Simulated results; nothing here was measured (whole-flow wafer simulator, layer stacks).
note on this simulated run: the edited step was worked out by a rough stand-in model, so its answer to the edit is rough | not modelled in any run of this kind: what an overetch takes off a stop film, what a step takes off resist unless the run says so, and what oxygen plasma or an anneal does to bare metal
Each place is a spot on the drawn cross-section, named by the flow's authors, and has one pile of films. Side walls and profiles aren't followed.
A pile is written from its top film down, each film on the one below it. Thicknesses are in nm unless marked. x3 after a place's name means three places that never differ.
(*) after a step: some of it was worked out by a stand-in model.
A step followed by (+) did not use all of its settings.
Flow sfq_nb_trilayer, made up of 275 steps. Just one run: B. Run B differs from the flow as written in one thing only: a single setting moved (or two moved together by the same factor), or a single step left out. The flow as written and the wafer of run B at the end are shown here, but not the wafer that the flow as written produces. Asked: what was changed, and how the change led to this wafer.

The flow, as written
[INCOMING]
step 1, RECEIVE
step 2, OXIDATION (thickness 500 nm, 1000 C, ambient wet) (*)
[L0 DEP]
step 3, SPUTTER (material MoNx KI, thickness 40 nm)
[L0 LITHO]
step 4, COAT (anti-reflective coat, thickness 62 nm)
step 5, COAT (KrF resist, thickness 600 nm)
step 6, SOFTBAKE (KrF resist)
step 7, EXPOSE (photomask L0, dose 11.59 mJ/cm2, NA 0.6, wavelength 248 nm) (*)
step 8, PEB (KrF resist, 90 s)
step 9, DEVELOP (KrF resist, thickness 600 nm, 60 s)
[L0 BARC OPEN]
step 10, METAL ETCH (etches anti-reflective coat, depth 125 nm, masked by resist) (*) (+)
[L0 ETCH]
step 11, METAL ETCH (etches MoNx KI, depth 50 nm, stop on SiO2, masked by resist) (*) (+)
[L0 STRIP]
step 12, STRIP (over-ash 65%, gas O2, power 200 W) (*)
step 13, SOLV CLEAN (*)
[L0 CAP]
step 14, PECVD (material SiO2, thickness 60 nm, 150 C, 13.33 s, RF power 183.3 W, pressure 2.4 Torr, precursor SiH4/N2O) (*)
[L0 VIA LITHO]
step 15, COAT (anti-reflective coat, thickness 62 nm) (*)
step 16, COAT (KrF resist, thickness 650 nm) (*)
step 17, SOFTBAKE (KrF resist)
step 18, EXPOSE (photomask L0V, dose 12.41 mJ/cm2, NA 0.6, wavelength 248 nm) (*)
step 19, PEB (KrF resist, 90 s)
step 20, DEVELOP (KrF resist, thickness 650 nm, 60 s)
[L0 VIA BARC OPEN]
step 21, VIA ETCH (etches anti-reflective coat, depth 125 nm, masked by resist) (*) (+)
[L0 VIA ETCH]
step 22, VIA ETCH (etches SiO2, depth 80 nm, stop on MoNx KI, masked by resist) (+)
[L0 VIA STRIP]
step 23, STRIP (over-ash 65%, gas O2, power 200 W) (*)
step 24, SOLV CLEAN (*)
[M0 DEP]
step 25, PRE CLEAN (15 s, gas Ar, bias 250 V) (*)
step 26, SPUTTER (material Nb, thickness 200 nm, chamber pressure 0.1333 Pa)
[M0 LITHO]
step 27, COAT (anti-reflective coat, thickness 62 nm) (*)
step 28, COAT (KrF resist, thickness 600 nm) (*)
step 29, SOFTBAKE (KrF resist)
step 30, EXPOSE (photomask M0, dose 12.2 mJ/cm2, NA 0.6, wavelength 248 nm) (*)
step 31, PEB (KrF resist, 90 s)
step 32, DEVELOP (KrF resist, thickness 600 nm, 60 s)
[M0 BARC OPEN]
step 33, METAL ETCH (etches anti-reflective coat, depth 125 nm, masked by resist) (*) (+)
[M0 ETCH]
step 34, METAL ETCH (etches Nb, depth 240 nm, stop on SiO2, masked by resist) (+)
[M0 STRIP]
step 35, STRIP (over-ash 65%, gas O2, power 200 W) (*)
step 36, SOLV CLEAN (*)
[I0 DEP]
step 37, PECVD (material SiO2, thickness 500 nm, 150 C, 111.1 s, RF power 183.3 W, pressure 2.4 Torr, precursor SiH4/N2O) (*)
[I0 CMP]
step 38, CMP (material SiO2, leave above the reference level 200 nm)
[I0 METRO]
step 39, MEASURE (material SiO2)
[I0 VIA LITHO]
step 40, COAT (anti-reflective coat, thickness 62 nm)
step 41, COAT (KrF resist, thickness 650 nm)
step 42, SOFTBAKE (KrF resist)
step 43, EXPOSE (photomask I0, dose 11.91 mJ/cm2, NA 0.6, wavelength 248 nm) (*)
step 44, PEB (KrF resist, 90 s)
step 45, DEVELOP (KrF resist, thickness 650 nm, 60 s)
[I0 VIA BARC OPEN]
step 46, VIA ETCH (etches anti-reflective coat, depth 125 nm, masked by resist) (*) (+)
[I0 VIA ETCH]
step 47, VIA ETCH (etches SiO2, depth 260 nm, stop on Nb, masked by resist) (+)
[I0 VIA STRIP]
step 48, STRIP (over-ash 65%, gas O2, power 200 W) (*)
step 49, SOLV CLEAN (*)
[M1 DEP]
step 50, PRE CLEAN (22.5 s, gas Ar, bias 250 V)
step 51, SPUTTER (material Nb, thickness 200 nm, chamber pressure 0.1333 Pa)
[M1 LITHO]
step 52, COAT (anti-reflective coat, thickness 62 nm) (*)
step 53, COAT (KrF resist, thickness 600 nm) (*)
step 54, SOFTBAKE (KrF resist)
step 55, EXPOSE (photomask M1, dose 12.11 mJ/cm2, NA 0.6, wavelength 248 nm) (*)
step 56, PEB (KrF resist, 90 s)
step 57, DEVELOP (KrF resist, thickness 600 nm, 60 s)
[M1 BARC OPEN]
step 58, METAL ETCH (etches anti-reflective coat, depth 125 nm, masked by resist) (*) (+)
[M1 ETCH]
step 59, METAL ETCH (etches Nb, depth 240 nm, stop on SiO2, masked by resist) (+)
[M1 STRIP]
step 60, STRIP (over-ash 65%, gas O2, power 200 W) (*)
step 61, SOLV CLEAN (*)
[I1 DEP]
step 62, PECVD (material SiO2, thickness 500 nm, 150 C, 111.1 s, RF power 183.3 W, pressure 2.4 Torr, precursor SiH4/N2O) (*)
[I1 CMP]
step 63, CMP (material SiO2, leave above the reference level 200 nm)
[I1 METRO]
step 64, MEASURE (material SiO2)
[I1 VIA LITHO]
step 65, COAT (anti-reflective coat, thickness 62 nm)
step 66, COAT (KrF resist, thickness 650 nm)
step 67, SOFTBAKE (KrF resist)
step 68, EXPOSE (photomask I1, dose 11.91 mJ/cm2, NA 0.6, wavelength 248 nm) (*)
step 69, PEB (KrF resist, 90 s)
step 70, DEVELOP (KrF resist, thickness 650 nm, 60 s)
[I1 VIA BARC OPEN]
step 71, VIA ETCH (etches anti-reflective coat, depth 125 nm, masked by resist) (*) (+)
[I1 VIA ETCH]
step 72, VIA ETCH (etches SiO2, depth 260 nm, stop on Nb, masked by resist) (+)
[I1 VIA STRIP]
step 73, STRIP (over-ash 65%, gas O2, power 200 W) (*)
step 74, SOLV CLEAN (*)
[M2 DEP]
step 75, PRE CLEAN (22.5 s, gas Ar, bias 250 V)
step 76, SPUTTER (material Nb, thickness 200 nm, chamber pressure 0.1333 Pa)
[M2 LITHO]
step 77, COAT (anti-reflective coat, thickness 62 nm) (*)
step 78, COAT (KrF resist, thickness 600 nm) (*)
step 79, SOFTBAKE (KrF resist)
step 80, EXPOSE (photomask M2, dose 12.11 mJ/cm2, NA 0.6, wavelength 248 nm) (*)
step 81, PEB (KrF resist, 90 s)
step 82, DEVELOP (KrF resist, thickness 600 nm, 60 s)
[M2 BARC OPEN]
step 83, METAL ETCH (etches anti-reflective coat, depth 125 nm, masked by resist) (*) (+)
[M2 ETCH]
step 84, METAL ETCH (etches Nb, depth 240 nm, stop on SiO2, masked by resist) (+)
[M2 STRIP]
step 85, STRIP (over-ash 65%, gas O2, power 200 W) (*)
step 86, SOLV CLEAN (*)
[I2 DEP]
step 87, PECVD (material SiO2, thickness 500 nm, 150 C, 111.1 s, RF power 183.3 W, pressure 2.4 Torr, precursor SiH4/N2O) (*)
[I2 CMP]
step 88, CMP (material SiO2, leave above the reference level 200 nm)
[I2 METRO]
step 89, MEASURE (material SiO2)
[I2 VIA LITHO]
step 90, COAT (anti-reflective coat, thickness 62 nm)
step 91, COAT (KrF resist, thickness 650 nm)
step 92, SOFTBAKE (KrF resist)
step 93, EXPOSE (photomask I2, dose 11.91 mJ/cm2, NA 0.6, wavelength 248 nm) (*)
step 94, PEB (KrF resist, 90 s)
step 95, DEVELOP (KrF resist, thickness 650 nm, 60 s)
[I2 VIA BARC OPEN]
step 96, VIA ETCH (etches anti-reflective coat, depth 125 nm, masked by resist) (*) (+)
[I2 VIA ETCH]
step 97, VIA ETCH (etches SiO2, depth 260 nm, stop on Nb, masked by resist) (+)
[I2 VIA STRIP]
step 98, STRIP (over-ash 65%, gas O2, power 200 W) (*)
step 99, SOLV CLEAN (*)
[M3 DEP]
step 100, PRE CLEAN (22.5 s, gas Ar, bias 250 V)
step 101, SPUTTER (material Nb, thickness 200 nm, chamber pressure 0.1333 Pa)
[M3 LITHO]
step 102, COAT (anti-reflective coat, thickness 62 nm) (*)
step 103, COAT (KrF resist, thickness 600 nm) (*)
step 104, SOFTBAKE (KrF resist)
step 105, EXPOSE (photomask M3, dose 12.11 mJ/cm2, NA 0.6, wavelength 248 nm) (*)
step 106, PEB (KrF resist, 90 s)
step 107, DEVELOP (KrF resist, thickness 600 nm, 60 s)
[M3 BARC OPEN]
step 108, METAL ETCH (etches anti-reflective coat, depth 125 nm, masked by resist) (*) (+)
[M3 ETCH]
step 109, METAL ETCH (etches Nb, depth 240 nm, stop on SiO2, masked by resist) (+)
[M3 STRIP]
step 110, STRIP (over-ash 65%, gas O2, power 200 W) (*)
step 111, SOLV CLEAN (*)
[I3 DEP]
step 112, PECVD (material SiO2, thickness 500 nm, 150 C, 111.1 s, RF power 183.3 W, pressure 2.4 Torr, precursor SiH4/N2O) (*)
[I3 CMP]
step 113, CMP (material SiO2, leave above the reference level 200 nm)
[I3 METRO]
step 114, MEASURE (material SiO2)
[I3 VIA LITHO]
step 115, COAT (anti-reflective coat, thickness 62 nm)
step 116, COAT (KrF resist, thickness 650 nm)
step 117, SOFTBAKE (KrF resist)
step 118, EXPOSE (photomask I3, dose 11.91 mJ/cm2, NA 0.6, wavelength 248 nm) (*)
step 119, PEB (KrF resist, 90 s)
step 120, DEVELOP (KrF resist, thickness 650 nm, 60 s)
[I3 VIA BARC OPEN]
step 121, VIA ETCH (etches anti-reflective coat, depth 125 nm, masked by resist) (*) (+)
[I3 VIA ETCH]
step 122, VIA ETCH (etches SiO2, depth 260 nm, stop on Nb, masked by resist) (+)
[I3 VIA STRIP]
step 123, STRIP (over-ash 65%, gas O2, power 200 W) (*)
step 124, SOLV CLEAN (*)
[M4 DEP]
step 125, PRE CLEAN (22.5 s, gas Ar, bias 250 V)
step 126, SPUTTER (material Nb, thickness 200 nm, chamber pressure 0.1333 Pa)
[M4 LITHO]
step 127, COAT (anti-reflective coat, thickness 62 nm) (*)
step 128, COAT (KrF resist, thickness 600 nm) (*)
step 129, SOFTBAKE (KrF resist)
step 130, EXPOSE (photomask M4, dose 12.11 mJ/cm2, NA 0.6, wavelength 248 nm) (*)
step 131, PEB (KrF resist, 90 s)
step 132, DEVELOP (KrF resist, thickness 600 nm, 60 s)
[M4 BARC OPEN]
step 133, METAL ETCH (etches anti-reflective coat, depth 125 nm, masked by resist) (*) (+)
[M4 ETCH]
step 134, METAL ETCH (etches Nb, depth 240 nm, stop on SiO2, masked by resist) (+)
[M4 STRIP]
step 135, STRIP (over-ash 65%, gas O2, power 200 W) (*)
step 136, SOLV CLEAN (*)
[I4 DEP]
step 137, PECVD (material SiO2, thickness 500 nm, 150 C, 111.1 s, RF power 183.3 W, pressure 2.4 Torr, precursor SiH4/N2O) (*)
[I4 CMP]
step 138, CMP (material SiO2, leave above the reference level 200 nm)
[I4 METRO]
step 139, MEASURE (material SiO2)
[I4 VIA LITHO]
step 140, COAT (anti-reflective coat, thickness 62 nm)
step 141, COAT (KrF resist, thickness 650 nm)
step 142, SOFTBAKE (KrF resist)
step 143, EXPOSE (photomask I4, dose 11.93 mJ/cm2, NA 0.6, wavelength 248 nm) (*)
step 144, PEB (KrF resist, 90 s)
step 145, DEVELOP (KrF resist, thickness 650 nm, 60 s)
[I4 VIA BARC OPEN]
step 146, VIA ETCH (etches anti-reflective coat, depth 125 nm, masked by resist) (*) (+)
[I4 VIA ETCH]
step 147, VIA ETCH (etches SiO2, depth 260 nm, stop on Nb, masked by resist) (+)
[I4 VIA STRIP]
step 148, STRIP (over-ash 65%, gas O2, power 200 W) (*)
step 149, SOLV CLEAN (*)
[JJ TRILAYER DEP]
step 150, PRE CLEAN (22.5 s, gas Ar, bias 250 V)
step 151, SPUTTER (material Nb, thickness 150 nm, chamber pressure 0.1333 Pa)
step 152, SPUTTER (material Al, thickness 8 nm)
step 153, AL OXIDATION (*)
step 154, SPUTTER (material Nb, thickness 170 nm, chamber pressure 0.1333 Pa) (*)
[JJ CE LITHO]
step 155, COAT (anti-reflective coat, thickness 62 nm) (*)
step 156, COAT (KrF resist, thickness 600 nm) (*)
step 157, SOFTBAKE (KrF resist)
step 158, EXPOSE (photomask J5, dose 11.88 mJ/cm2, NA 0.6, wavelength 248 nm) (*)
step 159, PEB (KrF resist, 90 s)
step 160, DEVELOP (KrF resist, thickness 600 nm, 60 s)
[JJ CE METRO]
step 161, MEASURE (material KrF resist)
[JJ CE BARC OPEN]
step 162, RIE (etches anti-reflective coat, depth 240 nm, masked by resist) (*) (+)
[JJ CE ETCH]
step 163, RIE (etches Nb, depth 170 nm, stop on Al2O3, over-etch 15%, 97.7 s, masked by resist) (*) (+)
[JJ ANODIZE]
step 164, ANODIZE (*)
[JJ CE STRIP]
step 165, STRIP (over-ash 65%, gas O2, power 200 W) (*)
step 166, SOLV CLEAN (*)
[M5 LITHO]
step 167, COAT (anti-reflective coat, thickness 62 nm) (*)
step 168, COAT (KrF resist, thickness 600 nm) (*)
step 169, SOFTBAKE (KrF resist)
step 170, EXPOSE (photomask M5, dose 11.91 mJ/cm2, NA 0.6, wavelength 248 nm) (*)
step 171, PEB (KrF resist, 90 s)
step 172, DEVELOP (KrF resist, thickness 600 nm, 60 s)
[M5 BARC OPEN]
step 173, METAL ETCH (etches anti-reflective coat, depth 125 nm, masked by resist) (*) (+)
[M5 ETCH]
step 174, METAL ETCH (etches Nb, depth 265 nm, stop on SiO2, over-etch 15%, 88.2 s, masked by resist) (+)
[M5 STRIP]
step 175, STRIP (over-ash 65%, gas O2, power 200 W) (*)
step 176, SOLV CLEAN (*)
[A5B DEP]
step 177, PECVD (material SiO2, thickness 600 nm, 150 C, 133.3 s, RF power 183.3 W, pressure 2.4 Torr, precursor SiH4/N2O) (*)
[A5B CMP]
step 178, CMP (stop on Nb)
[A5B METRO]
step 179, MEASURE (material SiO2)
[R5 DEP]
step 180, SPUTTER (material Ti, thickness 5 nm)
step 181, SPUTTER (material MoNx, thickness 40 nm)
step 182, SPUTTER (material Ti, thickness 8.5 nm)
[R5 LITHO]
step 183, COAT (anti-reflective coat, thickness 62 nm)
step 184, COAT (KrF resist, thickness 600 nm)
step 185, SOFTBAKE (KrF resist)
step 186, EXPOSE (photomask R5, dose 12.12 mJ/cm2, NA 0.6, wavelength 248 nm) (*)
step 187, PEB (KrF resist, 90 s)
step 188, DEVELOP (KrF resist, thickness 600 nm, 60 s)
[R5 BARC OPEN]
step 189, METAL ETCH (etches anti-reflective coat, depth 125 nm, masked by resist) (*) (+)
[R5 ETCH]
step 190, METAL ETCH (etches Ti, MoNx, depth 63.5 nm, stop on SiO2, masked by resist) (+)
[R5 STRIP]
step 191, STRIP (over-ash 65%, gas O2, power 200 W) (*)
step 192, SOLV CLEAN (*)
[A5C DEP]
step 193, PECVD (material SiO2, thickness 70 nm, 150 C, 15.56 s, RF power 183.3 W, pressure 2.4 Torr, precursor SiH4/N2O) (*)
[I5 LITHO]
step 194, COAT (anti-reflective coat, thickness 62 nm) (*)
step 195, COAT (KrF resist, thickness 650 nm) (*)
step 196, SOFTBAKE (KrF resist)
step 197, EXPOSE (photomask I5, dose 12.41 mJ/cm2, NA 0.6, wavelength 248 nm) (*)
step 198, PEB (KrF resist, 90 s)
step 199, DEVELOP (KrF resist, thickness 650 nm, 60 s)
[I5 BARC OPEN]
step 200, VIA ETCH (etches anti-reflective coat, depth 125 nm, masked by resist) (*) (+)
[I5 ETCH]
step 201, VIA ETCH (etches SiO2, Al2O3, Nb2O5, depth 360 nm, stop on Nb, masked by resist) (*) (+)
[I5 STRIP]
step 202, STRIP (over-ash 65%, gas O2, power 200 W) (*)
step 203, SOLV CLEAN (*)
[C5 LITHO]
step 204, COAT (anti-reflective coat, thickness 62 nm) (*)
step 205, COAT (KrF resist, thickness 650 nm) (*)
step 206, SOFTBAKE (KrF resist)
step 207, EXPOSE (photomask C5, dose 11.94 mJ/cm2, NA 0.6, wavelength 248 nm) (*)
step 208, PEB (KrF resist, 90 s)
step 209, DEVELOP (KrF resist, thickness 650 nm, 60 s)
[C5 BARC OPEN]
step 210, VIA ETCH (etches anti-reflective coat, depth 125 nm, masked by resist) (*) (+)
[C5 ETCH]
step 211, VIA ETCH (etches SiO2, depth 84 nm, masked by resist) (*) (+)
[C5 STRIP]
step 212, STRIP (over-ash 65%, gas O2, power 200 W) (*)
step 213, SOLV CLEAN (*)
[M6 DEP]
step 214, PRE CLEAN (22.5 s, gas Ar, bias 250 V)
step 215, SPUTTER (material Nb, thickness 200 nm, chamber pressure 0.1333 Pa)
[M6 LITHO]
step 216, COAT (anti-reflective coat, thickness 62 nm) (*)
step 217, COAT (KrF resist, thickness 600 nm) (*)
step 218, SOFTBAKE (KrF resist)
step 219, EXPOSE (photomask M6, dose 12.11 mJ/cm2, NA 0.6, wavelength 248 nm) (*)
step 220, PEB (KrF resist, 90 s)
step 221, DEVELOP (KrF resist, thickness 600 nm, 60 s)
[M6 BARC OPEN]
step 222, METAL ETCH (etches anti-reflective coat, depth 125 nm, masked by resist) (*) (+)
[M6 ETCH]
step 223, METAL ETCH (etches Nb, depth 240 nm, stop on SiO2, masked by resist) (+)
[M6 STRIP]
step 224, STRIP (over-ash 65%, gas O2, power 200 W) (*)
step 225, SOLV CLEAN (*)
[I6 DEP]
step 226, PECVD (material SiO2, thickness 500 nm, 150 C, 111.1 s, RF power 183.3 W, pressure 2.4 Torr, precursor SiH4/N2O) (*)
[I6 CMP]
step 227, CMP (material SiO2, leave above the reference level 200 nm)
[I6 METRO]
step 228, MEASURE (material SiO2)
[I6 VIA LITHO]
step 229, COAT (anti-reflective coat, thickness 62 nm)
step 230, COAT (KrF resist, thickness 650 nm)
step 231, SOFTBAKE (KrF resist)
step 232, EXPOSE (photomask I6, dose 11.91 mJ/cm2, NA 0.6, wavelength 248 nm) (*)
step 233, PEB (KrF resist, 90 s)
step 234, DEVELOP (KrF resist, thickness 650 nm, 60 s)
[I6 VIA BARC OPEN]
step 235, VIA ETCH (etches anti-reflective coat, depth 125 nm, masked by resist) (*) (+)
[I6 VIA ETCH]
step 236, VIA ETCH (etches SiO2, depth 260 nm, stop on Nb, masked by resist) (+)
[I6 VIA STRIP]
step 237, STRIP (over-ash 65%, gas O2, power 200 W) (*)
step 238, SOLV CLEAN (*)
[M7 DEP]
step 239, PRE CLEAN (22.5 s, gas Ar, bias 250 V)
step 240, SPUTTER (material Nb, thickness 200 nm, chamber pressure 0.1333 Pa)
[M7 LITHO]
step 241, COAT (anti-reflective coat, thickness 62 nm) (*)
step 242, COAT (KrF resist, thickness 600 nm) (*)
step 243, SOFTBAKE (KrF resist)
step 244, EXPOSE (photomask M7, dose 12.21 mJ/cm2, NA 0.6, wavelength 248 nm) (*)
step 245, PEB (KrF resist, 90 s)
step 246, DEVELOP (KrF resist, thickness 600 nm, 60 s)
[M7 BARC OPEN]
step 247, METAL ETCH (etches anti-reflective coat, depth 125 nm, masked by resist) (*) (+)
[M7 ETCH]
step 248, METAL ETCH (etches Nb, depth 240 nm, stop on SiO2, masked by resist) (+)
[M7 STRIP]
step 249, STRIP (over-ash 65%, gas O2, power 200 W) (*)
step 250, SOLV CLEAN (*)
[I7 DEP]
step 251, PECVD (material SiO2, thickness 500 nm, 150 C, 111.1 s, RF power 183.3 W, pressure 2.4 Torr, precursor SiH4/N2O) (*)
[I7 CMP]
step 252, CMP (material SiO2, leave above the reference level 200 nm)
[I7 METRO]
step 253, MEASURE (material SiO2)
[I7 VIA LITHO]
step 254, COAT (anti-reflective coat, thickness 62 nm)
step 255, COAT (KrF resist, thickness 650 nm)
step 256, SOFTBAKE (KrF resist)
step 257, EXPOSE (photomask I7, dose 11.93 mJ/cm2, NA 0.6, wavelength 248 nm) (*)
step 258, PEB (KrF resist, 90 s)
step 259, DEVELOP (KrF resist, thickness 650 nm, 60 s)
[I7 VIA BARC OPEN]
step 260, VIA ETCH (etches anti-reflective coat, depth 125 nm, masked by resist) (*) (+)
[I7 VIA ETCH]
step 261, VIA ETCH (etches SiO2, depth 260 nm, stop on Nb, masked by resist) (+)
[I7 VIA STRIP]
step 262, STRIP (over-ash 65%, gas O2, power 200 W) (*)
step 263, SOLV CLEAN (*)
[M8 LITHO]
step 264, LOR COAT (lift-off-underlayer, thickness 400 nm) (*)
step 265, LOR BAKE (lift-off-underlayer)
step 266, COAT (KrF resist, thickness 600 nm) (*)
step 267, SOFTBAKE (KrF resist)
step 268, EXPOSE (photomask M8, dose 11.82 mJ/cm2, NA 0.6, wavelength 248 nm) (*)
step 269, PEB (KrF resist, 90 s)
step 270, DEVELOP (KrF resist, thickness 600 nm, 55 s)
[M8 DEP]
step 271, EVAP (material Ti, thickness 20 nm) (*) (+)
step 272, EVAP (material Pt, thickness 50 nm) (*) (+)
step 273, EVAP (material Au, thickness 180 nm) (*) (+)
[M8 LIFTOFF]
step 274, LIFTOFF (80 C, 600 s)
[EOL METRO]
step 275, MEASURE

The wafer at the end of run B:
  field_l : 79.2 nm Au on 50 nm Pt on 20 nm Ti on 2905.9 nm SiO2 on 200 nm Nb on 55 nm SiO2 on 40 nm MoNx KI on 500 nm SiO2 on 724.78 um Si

What caused this: step 273, EVAP: thickness 79.2 nm was run, though the flow has thickness 180 nm.
One can read it off the wafer: field_l has Au 79.2, and step 273 as written asks for 180 nm.

How this came from the change, step by step:
  step 273, EVAP (material Au, thickness 180 nm) (*) (+)
      field_l, v_sur, via_wl and 103 more: +79.2 Au (new film) (as written it would have been: +180 Au (new film))
  step 274, LIFTOFF (80 C, 600 s)
      p4_fl, p4_fm, p4_w1 and 71 more: -79.2 Au (all of it), -50 Pt (all of it), -20 Ti (all of it), -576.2 KrF resist (all of it), -400 lift-off-underlayer (all of it) (as written it would have been: -180 Au (all of it), -50 Pt (all of it), -20 Ti (all of it), -576.2 KrF resist (all of it), -400 lift-off-underlayer (all of it))
      c5j, ce_r: -79.2 Au (all of it), -50 Pt (all of it), -20 Ti (all of it), -573.3 KrF resist (all of it), -399.3 lift-off-underlayer (all of it) (as written it would have been: -180 Au (all of it), -50 Pt (all of it), -20 Ti (all of it), -573.3 KrF resist (all of it), -399.3 lift-off-underlayer (all of it))
      (also at 19 further places)
